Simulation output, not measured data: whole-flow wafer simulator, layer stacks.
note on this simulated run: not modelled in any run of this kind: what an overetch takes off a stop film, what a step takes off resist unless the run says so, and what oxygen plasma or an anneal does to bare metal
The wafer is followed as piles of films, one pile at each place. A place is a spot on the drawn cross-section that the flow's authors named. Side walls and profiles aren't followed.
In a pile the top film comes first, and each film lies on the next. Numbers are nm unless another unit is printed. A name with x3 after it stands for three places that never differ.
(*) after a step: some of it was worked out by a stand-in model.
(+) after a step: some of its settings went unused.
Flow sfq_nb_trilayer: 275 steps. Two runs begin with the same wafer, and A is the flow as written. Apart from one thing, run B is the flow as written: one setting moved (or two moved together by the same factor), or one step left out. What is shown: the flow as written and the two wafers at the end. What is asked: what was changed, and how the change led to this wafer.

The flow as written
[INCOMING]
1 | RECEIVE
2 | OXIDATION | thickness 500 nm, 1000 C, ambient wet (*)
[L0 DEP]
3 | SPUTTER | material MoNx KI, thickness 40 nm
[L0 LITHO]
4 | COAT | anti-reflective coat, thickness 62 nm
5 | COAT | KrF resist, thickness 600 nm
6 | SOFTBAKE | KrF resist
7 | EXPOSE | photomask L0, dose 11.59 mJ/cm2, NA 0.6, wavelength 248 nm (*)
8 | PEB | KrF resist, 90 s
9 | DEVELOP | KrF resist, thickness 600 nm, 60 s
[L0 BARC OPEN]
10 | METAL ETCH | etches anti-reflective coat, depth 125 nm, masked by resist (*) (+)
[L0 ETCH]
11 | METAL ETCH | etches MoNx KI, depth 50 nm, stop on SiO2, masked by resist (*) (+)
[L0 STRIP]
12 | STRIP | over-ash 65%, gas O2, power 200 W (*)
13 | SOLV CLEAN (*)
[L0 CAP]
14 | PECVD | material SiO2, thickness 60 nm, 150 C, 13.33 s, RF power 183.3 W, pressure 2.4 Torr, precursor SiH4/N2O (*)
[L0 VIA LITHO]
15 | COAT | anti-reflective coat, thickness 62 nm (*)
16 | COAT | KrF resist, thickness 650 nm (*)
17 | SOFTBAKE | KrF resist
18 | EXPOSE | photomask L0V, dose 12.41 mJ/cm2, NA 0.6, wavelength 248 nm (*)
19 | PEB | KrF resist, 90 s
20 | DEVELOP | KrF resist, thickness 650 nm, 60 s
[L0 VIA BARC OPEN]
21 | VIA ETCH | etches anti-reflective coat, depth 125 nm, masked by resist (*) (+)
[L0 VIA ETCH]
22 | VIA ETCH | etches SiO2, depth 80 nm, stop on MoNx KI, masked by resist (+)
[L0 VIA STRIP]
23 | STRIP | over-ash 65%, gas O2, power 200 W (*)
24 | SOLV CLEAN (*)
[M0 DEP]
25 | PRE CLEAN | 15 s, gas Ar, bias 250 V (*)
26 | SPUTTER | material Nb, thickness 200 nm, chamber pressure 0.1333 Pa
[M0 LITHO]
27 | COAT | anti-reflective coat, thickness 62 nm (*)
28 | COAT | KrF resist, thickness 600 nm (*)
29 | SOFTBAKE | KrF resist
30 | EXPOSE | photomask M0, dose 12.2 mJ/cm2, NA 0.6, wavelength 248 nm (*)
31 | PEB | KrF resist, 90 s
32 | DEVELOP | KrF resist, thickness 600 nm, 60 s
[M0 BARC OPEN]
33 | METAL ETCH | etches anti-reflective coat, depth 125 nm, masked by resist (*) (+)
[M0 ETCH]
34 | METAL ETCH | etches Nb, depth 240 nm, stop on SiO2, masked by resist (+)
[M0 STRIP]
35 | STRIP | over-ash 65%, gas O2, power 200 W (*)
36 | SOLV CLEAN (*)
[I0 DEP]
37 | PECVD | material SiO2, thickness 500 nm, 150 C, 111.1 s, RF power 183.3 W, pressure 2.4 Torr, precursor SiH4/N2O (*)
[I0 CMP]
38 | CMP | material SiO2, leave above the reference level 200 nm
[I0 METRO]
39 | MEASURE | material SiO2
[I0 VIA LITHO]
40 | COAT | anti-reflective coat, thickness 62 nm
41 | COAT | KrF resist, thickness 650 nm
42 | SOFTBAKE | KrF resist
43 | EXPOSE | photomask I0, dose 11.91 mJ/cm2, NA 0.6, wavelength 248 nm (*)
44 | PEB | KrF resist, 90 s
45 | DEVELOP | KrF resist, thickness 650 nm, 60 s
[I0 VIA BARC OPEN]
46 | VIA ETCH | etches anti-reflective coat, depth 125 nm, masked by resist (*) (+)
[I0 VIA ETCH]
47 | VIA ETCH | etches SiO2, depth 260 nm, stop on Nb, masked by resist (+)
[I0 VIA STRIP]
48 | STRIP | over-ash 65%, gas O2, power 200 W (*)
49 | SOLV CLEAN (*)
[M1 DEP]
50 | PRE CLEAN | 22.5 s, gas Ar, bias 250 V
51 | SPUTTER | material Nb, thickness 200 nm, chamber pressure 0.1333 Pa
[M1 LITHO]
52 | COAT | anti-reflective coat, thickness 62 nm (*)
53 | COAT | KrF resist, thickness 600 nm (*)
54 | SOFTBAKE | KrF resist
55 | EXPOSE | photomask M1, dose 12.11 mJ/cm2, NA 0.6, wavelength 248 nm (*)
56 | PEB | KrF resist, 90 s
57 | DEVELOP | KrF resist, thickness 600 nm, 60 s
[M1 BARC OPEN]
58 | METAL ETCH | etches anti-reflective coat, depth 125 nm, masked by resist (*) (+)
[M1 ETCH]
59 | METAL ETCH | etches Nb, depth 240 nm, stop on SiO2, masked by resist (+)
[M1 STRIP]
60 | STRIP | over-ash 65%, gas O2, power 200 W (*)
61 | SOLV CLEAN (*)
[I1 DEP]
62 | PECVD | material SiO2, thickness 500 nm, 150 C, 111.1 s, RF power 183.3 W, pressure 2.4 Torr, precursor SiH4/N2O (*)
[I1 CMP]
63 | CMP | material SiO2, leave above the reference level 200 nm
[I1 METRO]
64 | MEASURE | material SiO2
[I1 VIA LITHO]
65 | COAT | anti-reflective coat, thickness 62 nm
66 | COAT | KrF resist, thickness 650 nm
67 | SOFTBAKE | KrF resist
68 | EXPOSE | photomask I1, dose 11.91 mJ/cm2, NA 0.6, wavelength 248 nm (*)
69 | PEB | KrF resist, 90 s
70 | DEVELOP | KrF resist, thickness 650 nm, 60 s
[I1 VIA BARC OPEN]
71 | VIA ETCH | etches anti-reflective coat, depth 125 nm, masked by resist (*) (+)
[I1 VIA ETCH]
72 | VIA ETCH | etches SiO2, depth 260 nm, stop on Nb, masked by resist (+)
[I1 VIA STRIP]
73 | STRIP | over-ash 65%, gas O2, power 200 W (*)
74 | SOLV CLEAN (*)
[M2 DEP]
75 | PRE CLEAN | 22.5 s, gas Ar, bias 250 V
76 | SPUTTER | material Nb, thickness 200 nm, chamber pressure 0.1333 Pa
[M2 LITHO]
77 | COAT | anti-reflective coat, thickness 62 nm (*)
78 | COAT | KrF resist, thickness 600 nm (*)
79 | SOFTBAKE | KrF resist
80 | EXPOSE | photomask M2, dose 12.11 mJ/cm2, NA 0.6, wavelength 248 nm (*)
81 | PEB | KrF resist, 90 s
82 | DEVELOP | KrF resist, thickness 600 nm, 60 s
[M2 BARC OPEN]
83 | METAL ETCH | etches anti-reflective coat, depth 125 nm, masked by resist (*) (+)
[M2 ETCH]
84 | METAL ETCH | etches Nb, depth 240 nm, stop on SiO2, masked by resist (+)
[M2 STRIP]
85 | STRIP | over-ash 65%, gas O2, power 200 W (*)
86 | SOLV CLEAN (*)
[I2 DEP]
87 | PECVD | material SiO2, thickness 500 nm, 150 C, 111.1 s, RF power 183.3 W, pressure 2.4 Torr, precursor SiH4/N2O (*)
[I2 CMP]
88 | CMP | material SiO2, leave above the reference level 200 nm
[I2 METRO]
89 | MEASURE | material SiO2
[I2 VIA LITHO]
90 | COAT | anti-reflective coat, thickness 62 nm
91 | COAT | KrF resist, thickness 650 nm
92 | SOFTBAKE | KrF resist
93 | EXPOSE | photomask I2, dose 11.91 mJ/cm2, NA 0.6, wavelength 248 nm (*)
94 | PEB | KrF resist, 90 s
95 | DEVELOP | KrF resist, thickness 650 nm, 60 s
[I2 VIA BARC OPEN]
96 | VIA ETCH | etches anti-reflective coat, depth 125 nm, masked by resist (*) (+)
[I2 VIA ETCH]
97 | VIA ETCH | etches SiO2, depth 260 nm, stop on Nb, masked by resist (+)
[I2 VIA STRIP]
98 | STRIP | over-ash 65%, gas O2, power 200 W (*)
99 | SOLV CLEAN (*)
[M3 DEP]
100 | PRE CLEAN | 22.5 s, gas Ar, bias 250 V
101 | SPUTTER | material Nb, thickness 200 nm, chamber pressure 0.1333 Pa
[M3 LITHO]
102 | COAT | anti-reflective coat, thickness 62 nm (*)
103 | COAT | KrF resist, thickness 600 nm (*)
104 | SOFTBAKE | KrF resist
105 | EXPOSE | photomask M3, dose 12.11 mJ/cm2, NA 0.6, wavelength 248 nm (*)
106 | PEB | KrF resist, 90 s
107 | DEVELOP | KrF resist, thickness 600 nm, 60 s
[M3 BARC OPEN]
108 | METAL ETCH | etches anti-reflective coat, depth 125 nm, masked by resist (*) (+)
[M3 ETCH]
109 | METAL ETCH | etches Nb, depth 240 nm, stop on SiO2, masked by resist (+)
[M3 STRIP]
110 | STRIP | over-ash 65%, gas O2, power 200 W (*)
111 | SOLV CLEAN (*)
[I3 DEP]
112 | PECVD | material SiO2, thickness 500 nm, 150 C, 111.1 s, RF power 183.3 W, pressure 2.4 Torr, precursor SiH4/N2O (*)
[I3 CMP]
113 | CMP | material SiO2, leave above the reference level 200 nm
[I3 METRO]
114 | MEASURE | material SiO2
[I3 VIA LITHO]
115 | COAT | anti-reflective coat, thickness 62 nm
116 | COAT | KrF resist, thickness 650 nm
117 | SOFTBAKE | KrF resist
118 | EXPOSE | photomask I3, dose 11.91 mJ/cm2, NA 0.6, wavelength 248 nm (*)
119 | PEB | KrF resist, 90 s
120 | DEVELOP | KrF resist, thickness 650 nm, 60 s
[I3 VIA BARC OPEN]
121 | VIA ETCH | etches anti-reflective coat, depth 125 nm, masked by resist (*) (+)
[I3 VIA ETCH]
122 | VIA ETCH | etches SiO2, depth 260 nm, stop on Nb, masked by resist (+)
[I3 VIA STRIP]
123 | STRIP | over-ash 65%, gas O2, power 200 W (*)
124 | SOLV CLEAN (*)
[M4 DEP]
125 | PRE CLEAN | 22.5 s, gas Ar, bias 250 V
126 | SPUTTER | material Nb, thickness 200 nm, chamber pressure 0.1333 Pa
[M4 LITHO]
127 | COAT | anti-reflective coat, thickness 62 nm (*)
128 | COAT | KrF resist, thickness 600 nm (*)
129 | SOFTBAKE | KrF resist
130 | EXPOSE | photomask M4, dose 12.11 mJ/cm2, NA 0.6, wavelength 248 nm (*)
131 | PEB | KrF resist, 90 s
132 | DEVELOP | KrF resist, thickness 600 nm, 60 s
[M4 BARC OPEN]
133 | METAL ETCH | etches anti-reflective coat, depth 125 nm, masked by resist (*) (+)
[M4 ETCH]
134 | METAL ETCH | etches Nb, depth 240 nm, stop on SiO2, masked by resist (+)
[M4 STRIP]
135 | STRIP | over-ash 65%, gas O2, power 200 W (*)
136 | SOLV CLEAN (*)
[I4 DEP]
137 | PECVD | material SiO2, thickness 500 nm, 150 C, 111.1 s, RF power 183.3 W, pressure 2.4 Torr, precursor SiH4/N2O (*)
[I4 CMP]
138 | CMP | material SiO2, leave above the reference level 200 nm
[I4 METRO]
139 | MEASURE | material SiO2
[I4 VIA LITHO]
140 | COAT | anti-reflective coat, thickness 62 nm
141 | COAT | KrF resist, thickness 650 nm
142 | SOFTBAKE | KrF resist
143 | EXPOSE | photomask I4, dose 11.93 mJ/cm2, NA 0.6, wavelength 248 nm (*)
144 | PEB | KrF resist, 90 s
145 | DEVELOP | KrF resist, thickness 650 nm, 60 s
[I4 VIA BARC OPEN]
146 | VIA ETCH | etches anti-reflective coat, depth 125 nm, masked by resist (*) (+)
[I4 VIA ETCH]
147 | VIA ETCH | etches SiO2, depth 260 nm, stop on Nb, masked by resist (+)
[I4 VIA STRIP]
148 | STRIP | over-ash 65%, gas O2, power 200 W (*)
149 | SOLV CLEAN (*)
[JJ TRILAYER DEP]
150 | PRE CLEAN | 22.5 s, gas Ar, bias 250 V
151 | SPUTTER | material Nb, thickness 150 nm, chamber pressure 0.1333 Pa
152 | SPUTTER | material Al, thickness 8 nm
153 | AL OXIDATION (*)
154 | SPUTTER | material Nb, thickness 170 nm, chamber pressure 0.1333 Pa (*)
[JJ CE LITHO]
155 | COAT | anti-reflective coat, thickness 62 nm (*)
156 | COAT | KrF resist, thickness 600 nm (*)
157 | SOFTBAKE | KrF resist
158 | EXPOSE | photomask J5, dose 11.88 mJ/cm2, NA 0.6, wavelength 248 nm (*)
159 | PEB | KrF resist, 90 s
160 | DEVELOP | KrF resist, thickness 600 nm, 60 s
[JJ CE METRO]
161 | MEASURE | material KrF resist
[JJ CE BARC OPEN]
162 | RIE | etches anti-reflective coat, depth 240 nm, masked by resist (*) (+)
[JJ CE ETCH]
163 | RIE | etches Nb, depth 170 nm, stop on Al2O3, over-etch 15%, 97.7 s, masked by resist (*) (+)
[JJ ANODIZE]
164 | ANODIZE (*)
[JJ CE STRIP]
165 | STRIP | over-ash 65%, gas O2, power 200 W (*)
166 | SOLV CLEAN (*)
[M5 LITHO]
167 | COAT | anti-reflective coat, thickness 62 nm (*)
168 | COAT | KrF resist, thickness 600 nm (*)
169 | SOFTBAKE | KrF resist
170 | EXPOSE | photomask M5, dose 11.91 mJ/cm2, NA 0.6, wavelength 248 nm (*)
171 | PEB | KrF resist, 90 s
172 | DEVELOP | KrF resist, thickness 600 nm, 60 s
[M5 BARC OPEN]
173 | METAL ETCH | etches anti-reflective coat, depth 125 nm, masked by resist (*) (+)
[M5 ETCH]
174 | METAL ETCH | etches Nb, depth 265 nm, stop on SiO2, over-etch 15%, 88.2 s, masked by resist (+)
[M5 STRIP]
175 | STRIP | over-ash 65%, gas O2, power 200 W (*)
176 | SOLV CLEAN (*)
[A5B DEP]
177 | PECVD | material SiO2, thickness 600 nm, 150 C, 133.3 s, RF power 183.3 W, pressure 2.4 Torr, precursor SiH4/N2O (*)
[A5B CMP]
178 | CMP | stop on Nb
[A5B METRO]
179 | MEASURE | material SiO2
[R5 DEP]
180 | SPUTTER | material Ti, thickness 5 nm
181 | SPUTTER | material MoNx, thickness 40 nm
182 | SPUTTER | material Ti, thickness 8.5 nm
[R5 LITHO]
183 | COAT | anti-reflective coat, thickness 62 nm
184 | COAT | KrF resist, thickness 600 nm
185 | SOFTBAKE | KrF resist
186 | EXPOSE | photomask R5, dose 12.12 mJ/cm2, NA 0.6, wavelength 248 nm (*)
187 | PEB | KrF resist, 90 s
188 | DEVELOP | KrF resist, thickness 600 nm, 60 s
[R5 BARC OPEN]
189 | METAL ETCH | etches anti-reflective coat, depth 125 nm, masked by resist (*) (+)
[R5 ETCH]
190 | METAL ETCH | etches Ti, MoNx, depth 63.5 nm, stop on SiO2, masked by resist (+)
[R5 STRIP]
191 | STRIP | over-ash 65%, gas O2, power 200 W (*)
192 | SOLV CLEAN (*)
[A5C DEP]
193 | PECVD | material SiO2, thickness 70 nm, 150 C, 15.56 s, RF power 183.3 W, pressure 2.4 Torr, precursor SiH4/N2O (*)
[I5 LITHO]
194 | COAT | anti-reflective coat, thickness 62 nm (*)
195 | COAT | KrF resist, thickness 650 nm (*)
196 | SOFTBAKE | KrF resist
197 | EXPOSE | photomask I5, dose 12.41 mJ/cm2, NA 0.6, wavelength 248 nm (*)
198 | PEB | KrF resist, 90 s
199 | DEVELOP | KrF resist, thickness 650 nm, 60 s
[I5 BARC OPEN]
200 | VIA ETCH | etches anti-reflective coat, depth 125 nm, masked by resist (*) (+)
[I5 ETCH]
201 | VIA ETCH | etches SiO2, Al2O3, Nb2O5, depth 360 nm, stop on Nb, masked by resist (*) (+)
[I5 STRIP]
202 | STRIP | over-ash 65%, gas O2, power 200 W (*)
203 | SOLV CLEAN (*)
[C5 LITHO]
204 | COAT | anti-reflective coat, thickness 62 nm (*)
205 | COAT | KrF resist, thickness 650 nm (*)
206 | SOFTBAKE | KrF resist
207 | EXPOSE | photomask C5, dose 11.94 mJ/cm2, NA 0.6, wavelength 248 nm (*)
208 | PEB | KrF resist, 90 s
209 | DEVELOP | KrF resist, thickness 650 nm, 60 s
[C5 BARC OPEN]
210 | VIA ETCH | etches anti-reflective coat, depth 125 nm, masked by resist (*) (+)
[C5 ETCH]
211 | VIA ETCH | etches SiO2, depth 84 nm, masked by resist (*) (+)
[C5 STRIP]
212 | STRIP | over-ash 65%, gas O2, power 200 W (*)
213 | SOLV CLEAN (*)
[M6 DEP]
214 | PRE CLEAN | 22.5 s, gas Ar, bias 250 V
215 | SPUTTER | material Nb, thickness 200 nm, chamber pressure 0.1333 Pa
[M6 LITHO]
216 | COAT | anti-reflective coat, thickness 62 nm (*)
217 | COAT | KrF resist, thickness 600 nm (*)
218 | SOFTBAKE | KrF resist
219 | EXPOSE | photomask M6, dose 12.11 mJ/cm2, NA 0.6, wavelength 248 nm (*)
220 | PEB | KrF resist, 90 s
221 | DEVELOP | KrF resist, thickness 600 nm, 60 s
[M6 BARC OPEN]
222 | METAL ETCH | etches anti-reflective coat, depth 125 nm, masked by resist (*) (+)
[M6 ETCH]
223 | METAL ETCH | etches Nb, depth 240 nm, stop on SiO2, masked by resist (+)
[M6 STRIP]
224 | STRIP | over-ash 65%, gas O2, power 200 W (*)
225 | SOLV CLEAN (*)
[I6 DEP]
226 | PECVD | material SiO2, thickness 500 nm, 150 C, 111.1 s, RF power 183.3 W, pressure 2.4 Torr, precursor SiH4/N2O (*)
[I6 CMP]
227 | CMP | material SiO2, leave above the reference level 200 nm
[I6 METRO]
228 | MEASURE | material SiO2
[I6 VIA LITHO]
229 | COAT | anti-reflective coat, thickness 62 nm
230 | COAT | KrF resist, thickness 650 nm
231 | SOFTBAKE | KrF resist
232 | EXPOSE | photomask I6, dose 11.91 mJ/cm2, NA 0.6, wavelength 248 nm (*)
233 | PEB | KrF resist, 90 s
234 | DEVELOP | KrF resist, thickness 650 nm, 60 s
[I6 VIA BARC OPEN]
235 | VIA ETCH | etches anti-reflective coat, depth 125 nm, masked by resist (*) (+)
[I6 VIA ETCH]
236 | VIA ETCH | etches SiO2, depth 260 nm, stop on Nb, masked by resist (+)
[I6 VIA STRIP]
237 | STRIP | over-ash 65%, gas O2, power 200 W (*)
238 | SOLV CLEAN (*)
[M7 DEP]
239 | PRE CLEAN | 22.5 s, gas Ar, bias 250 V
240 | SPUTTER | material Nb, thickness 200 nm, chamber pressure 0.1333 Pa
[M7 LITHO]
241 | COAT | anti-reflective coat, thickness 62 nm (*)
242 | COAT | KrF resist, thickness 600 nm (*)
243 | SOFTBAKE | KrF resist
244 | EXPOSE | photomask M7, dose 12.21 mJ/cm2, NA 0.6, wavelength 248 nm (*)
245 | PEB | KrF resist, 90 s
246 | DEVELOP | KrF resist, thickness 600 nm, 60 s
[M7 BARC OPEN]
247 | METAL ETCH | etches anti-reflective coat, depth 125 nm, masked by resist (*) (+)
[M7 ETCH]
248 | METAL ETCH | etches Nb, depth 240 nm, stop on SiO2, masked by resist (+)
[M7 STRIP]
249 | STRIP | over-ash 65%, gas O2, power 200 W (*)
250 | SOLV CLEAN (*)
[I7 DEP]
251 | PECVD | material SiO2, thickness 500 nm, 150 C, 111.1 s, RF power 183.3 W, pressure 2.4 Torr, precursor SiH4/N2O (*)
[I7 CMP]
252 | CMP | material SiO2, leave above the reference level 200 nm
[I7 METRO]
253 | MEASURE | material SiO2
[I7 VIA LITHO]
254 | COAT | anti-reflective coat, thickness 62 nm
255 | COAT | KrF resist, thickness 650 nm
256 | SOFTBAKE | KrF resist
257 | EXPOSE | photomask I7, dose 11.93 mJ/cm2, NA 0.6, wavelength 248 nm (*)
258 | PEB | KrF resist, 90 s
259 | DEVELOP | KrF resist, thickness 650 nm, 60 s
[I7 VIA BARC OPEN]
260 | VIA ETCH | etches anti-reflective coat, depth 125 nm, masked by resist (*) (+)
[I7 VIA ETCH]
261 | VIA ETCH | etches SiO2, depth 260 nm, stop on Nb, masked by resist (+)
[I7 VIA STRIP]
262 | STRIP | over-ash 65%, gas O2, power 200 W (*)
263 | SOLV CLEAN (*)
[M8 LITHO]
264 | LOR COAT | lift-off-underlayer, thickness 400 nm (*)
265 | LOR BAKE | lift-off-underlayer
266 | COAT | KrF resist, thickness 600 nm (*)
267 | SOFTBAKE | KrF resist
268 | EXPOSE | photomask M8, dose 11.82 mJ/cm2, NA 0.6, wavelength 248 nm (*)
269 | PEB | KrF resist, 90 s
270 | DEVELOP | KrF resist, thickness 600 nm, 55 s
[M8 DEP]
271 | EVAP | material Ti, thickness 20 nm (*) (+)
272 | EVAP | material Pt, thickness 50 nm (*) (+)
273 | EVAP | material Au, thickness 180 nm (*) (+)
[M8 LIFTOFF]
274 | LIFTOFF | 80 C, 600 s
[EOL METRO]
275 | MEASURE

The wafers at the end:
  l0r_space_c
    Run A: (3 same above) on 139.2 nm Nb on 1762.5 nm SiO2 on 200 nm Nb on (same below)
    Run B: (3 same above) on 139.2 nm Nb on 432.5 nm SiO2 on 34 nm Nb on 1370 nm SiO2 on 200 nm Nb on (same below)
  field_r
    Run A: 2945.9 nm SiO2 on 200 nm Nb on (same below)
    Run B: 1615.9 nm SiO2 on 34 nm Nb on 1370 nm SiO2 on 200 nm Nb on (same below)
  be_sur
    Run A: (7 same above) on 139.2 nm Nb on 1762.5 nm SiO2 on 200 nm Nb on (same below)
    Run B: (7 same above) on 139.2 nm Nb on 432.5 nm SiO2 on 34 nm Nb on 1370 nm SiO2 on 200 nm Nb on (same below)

What caused this: step 126, SPUTTER: thickness 274 nm was run, while the flow as written has thickness 200 nm.

Step by step, how the change led to this:
  126 | SPUTTER | material Nb, thickness 200 nm, chamber pressure 0.1333 Pa
      field_l, v_sur, via_wl and 102 more: A Nb gains 200 (new film) | B Nb gains 274 (new film)
      via_v: A Nb gains 165.5 | B Nb gains 227.7
  134 | METAL ETCH | etches Nb, depth 240 nm, stop on SiO2, masked by resist (+)
      field_l, be, be_sur and 64 more: A Nb loses 200 (all of it) | B Nb loses 240
  137 | PECVD | material SiO2, thickness 500 nm, 150 C, 111.1 s, RF power 183.3 W, pressure 2.4 Torr, precursor SiH4/N2O (*)
      field_l, be, be_sur and 55 more: A SiO2 gains 500 | B SiO2 gains 500 (new film)
      p3_s0, p3_s1, p3_s2, p3_s3, p3_s4, p3_s5: A SiO2 gains 557.1 | B SiO2 gains 597.1 (new film)
      (and at 4 other places as well)
  138 | CMP | material SiO2, leave above the reference level 200 nm
      field_l, be, be_sur and 55 more: A SiO2 loses 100 | B SiO2 loses 60
      lsp_r, l0_sur, l0v: A SiO2 loses 91.9 | B SiO2 loses 50.3
      (and at 1 other place as well)
Taking metal films that touch as one body, l0r_space_c has 3 bodies (between them, from the top down: SiO2 432.5; SiO2 1370); the flow as written gives 2 bodies (between them, from the top down: SiO2 1762.5).
Taking metal films that touch as one body, field_r has 2 bodies (between them, from the top down: SiO2 1370); the flow as written gives 1 body.
Taking metal films that touch as one body, be_sur has 5 bodies (between them, from the top down: SiO2 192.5; SiO2 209 / Al2O3 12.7 / Nb2O5 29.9; SiO2 432.5; SiO2 1370); the flow as written gives 4 bodies (between them, from the top down: SiO2 192.5; SiO2 209 / Al2O3 12.7 / Nb2O5 29.9; SiO2 1762.5).
